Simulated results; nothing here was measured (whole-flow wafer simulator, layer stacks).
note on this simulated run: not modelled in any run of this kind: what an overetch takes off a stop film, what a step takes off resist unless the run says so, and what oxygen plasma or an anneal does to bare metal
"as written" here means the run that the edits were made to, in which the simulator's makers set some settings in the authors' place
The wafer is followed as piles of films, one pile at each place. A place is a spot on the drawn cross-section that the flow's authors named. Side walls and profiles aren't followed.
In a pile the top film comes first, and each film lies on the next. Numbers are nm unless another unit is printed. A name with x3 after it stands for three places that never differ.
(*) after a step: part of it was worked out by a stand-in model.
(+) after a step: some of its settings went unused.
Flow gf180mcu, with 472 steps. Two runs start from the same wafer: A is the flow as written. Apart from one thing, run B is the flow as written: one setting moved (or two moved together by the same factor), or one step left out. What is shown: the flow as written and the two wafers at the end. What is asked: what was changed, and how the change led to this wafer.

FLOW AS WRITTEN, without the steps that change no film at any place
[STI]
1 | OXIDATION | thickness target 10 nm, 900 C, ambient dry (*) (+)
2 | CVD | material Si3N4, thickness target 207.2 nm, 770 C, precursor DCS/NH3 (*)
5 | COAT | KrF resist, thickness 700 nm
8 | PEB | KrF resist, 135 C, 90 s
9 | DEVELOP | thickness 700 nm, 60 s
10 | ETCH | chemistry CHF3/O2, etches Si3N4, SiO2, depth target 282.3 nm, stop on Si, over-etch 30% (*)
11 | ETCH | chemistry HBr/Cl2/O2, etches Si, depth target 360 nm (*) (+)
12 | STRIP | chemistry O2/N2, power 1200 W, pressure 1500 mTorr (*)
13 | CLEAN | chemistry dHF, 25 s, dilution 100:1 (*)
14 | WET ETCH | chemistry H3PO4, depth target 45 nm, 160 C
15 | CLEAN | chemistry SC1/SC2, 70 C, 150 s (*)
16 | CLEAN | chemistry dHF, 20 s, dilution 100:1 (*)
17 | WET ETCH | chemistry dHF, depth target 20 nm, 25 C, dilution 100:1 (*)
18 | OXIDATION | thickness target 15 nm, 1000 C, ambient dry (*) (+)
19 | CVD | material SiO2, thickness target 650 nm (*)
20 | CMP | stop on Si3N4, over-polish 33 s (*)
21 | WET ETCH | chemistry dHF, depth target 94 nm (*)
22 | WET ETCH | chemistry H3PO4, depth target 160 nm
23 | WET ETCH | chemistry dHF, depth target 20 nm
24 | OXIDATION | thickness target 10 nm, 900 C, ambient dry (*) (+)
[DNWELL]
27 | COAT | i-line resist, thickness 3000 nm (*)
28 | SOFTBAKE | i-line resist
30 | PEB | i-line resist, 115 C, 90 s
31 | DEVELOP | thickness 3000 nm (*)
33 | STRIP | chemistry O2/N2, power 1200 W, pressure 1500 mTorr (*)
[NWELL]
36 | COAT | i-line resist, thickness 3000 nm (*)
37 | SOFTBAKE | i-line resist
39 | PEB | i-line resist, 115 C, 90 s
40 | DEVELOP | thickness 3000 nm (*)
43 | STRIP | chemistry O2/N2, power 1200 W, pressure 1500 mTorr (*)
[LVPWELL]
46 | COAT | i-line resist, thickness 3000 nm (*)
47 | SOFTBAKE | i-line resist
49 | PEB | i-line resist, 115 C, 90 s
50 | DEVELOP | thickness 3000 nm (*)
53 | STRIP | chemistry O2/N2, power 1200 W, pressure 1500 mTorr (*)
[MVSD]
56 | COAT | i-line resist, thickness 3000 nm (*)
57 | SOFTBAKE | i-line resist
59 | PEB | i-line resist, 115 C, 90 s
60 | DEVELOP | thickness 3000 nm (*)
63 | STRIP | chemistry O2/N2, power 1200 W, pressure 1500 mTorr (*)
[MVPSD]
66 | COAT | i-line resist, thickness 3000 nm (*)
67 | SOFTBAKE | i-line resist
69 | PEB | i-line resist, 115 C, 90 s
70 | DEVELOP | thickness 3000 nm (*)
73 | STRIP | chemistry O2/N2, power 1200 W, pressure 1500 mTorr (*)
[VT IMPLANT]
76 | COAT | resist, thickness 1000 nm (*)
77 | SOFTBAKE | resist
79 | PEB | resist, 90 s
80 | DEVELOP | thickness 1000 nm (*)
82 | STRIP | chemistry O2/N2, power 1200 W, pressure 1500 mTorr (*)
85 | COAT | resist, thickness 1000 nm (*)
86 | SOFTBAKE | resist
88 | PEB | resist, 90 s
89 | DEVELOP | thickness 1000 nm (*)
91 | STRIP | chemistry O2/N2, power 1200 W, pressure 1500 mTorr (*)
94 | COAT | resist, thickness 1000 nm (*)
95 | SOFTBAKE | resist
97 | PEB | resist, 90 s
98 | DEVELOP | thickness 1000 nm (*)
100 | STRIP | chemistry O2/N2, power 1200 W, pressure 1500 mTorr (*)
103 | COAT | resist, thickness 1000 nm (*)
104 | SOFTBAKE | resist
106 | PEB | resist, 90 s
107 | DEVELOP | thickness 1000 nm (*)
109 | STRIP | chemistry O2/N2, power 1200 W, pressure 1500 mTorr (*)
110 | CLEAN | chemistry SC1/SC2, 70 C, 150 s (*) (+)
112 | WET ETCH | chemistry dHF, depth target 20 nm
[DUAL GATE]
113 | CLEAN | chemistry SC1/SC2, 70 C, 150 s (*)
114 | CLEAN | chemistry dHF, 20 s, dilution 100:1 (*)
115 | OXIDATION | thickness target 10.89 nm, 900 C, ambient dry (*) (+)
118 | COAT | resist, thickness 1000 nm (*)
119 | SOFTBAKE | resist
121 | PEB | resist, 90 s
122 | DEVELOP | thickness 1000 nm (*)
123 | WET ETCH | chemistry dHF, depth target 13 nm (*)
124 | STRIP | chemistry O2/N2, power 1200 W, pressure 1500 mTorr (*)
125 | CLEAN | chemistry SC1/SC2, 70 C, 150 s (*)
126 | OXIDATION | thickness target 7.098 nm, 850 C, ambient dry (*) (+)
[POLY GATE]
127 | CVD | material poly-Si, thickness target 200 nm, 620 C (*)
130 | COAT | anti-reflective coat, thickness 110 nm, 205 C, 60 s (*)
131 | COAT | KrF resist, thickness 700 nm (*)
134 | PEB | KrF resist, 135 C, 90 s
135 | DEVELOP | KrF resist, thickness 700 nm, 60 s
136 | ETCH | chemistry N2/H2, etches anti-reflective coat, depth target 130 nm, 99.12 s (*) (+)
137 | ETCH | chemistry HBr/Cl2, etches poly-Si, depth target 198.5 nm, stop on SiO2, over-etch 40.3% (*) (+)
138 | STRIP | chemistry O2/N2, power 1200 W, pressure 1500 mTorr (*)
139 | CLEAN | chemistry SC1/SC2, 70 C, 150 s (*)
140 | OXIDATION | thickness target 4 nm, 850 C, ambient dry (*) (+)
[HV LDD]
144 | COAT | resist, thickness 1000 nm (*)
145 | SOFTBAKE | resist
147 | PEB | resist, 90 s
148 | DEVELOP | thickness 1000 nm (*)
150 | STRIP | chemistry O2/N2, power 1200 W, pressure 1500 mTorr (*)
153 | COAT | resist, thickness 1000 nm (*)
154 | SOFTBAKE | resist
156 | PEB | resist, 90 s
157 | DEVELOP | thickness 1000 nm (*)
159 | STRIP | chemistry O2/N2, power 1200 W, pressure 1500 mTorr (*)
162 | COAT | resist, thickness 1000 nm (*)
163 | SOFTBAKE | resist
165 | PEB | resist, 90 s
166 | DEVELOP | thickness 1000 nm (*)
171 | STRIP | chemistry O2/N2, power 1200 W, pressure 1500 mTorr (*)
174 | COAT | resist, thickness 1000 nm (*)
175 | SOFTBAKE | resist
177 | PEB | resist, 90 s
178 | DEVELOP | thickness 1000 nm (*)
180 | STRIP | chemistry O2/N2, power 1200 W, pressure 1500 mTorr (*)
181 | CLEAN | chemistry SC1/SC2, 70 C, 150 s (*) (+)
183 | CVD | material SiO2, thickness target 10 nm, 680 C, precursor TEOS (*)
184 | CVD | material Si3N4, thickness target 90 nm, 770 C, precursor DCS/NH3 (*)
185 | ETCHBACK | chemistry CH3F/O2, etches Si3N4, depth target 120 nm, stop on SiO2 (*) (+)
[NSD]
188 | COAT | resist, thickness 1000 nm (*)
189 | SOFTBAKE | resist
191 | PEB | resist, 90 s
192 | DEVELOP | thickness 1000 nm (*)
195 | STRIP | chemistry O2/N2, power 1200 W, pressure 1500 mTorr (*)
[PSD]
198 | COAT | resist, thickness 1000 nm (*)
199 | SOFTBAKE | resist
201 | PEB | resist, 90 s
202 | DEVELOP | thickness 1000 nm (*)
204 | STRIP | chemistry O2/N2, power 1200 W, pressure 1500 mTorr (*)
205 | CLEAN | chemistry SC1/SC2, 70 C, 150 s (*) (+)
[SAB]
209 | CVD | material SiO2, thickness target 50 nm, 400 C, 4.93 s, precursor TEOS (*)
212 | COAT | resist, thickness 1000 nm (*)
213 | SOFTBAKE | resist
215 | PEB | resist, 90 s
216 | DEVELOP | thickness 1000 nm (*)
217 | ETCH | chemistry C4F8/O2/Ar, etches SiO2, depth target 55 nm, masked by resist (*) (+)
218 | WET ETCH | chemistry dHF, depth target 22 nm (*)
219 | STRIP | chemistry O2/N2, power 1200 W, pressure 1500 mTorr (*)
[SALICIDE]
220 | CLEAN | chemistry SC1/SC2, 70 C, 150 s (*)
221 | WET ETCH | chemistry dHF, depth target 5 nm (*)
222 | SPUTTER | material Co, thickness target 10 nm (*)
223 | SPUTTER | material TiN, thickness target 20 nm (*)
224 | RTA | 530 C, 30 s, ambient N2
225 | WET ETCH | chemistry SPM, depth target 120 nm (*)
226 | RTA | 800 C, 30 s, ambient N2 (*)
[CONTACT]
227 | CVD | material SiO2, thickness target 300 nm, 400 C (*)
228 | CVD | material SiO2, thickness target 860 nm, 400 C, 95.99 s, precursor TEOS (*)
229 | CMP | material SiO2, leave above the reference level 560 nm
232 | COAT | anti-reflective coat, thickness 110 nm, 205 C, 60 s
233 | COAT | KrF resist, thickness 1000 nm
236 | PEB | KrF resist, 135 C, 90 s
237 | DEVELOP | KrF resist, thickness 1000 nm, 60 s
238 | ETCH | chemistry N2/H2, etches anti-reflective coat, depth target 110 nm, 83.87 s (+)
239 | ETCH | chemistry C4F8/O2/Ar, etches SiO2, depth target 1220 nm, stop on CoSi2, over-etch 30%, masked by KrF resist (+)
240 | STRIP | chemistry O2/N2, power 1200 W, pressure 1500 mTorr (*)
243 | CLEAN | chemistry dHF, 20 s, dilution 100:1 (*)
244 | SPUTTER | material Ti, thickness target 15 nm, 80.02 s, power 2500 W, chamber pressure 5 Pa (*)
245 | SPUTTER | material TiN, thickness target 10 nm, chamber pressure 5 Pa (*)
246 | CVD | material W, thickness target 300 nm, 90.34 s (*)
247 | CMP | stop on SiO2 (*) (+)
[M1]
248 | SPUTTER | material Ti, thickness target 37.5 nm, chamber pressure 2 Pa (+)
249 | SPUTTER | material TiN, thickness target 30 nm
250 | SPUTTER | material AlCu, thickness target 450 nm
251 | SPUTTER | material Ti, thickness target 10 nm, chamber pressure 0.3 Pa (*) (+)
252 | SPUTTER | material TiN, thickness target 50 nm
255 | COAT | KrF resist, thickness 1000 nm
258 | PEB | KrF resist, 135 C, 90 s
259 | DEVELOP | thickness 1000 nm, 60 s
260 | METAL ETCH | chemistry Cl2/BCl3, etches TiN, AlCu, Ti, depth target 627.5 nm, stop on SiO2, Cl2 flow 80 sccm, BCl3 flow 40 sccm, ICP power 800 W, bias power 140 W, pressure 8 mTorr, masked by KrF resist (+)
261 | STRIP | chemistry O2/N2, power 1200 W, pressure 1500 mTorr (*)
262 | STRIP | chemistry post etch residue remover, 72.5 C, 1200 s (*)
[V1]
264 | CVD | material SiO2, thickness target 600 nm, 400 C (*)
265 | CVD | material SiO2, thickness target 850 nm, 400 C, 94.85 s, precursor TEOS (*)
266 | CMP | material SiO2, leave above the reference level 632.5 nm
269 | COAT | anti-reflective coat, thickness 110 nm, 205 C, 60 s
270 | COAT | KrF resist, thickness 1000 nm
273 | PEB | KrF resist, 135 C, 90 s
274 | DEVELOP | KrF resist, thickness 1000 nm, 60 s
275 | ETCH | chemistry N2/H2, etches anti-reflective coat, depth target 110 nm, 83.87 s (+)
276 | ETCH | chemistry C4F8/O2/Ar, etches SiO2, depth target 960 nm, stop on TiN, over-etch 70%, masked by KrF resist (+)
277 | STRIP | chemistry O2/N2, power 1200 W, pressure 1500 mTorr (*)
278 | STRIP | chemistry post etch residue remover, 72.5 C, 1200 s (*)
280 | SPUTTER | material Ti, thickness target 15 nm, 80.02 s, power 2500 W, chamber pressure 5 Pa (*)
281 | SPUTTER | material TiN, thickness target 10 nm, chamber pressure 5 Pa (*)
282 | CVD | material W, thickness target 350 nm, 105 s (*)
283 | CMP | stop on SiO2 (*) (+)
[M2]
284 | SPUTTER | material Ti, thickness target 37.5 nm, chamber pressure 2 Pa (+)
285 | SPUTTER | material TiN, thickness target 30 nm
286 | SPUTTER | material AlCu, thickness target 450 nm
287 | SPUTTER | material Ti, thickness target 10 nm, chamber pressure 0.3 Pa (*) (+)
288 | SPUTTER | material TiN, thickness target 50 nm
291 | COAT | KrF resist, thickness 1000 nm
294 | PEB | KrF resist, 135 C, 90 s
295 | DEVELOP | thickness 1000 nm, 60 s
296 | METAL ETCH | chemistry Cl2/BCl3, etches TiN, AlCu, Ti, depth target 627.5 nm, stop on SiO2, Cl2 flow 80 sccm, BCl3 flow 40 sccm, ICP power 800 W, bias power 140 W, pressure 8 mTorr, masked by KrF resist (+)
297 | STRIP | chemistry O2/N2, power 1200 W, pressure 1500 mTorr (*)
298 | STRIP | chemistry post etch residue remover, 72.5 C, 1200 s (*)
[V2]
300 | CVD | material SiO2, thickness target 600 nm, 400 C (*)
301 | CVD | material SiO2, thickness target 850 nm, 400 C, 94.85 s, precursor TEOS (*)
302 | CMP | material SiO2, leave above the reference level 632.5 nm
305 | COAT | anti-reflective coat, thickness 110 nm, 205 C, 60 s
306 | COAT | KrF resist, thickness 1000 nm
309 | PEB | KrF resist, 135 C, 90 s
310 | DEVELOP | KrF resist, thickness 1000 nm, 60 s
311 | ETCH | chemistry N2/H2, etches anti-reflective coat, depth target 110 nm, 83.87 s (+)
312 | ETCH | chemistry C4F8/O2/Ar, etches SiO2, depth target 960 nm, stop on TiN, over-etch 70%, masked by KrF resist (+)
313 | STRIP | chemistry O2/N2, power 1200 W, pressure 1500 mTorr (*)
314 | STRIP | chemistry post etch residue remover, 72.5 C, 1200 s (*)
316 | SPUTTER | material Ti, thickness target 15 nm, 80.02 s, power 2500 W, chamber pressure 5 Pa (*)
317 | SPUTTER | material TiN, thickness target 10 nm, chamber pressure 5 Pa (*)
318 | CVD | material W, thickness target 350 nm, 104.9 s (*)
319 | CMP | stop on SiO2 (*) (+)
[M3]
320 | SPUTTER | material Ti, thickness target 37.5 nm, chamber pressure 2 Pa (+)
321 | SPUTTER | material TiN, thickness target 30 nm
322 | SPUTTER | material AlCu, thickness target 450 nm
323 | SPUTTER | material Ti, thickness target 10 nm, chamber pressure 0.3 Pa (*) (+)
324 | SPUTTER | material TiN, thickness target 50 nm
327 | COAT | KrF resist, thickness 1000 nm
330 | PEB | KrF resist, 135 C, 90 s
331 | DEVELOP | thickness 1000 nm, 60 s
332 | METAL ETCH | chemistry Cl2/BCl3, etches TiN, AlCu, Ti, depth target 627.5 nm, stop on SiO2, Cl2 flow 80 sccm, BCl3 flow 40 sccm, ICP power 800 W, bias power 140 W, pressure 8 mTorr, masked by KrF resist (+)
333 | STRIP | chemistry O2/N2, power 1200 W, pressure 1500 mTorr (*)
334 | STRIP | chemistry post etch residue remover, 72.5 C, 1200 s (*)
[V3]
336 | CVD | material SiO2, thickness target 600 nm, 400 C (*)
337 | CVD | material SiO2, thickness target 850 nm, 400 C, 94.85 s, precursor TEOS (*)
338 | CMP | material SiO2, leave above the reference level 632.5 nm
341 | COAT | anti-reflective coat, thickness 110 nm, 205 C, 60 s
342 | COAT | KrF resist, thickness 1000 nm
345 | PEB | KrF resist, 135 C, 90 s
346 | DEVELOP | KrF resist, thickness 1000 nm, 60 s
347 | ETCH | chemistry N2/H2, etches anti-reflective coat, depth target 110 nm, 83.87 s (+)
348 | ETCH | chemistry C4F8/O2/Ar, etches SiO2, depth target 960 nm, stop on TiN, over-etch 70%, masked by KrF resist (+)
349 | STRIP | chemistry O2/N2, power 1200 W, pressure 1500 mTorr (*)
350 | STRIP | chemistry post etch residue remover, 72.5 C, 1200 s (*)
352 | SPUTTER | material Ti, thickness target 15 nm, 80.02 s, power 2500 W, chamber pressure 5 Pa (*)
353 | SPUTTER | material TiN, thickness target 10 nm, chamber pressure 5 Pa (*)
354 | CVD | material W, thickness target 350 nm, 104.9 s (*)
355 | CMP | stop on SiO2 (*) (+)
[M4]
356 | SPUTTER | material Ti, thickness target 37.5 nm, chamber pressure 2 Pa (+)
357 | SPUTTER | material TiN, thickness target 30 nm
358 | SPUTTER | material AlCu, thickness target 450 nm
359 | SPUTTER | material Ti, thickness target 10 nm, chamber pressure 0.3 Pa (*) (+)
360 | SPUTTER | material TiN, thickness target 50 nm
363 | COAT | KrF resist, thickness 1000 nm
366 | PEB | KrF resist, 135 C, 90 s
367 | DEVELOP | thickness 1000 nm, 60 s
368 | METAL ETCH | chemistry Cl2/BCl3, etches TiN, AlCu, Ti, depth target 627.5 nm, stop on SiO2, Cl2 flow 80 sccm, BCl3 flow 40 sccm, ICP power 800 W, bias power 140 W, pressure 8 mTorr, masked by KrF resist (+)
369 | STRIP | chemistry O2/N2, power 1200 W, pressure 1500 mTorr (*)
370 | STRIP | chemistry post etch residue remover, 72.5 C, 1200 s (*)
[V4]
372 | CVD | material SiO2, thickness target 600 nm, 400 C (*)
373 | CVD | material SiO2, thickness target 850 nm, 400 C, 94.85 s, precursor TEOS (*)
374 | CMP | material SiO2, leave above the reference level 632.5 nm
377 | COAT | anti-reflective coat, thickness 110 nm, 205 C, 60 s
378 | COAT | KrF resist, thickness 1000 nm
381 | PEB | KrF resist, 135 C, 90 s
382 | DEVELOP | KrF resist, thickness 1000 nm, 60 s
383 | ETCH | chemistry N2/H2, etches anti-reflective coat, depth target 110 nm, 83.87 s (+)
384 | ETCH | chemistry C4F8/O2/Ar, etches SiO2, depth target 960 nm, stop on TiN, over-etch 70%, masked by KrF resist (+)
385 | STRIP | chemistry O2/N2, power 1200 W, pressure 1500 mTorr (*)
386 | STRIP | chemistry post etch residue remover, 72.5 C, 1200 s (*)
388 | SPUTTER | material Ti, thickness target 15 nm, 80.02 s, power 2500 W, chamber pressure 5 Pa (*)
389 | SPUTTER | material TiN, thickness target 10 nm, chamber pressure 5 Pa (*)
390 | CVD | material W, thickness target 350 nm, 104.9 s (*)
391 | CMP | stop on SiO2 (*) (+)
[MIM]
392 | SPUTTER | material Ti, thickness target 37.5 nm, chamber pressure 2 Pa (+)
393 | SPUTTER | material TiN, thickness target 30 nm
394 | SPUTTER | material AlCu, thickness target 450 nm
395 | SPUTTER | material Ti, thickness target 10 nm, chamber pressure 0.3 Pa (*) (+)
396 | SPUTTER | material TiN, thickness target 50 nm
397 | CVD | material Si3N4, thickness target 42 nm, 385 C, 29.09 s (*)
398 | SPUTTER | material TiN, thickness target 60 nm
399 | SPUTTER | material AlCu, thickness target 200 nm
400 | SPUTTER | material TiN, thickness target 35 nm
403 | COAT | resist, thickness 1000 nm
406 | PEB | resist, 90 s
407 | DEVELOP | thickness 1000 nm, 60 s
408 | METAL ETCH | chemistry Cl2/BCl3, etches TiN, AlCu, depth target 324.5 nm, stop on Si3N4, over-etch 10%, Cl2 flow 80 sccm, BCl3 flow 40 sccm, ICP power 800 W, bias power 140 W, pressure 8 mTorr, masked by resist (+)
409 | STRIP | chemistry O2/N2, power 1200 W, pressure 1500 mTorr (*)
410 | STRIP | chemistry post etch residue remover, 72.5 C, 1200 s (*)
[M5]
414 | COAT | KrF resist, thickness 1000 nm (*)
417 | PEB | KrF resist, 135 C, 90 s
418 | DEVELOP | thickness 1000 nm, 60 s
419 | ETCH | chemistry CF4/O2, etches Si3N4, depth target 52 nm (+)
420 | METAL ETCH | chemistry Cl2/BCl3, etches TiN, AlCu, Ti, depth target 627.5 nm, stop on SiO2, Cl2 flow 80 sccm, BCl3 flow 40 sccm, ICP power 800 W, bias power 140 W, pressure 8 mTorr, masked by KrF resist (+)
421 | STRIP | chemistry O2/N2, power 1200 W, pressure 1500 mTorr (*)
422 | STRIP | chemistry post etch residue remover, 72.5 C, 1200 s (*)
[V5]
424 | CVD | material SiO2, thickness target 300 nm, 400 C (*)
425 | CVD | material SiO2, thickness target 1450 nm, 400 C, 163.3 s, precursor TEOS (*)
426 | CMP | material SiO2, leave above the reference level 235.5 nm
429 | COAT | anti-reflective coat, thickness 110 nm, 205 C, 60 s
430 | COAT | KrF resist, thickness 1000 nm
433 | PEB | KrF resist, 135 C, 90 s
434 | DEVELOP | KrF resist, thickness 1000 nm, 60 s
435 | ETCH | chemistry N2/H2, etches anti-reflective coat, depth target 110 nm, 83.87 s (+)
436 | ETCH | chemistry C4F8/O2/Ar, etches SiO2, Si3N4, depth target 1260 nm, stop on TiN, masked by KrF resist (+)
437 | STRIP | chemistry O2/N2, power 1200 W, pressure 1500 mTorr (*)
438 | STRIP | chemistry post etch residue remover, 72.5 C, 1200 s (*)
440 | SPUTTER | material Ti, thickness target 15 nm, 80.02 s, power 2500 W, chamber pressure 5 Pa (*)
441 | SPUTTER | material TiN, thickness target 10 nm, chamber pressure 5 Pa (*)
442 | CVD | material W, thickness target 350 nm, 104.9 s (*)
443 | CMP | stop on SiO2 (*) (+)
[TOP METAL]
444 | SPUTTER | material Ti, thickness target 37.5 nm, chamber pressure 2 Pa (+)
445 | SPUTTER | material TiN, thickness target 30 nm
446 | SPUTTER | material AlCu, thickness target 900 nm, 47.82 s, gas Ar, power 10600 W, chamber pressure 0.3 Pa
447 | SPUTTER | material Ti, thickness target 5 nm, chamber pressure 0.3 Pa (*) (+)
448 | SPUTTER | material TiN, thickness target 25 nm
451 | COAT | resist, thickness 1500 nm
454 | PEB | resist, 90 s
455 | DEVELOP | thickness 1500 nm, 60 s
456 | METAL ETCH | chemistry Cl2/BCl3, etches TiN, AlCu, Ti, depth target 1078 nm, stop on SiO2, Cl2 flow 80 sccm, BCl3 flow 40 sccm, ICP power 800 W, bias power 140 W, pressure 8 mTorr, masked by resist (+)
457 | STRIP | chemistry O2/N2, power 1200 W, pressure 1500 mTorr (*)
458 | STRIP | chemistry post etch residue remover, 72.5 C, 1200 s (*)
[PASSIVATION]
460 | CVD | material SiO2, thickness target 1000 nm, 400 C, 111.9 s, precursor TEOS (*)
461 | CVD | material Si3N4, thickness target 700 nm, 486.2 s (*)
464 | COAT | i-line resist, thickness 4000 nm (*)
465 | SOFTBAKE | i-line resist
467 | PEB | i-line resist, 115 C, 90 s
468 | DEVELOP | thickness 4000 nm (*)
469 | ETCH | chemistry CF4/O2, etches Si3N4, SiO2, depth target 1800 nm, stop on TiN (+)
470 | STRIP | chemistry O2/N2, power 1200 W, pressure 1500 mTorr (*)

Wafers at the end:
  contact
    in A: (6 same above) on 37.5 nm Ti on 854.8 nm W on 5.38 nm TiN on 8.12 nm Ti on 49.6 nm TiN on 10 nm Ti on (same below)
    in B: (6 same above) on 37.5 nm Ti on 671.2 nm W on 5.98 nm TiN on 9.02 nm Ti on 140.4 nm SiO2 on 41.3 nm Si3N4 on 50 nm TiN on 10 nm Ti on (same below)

What caused this: step 436, ETCH: depth target 689.1 nm was run, while the flow as written has depth target 1260 nm.

How this came from the change, step by step:
  436 | ETCH | chemistry C4F8/O2/Ar, etches SiO2, Si3N4, depth target 1260 nm, stop on TiN, masked by KrF resist (+)
      contact: A -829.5 SiO2 (all of it), -41.3 Si3N4 (all of it) | B -689.1 SiO2
      field, field__w1, field__w2 and 108 more: A -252 KrF resist | B -137.8 KrF resist
  437 | STRIP | chemistry O2/N2, power 1200 W, pressure 1500 mTorr (*)
      field, field__w1, field__w2 and 108 more: A -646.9 KrF resist (all of it), -110 anti-reflective coat (all of it) | B -761.1 KrF resist (all of it), -110 anti-reflective coat (all of it)
  440 | SPUTTER | material Ti, thickness target 15 nm, 80.02 s, power 2500 W, chamber pressure 5 Pa (*)
      contact: A +8.12 Ti (new film) | B +9.02 Ti (new film)
  441 | SPUTTER | material TiN, thickness target 10 nm, chamber pressure 5 Pa (*)
      contact: A +5.38 TiN (new film) | B +5.98 TiN (new film)
  442 | CVD | material W, thickness target 350 nm, 104.9 s (*)
      contact: A +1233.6 W (new film) | B +1049.9 W (new film)
If metal films that touch count as one body, contact has 2 bodies (between them, from the top down: SiO2 140.4 / Si3N4 41.3); the flow as written gives 1 body.
